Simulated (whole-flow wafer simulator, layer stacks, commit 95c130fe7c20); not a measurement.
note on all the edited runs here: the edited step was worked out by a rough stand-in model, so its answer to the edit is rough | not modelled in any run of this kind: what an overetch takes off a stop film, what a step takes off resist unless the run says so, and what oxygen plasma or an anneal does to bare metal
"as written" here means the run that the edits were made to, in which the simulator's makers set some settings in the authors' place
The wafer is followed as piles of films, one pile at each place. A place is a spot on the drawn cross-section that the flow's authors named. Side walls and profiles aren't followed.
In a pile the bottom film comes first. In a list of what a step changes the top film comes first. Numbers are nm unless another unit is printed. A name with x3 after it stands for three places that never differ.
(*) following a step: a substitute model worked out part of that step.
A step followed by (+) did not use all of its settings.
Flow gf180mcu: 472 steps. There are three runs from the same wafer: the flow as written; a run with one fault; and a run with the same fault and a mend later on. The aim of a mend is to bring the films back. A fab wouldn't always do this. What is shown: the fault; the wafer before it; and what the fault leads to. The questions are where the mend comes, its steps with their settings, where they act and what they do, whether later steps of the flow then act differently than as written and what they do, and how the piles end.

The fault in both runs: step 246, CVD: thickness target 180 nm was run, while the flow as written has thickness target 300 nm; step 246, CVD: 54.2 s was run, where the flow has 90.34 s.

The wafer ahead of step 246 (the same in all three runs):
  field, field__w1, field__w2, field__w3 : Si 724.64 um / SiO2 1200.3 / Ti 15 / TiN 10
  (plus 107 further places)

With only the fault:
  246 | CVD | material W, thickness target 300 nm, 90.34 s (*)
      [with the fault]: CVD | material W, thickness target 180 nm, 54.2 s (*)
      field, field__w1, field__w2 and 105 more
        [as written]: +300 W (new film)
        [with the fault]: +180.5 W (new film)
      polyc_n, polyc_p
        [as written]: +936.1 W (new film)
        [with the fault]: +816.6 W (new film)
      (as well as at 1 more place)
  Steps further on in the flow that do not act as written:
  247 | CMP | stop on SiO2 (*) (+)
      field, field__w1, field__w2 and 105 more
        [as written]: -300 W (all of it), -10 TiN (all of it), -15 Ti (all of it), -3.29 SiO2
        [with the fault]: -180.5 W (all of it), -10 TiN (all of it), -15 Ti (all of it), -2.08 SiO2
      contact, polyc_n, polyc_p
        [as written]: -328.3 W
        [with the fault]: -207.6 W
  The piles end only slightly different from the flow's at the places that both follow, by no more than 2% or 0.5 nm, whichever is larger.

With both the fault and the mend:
  The mend follows step 246.
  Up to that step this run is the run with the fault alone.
  246a | CVD | material W, thickness target 120 nm, 36.14 s (a further turn of the flow's step 246, with different settings)
      field, field__w1, field__w2 and 108 more
        +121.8 W
  None of the later steps of the flow differs from how it acts as written, at any place that is followed, by more than 2% or 0.5 nm, whichever is larger.
  The piles end only slightly different from the flow's at the places that both follow, by no more than 2% or 0.5 nm, whichever is larger.
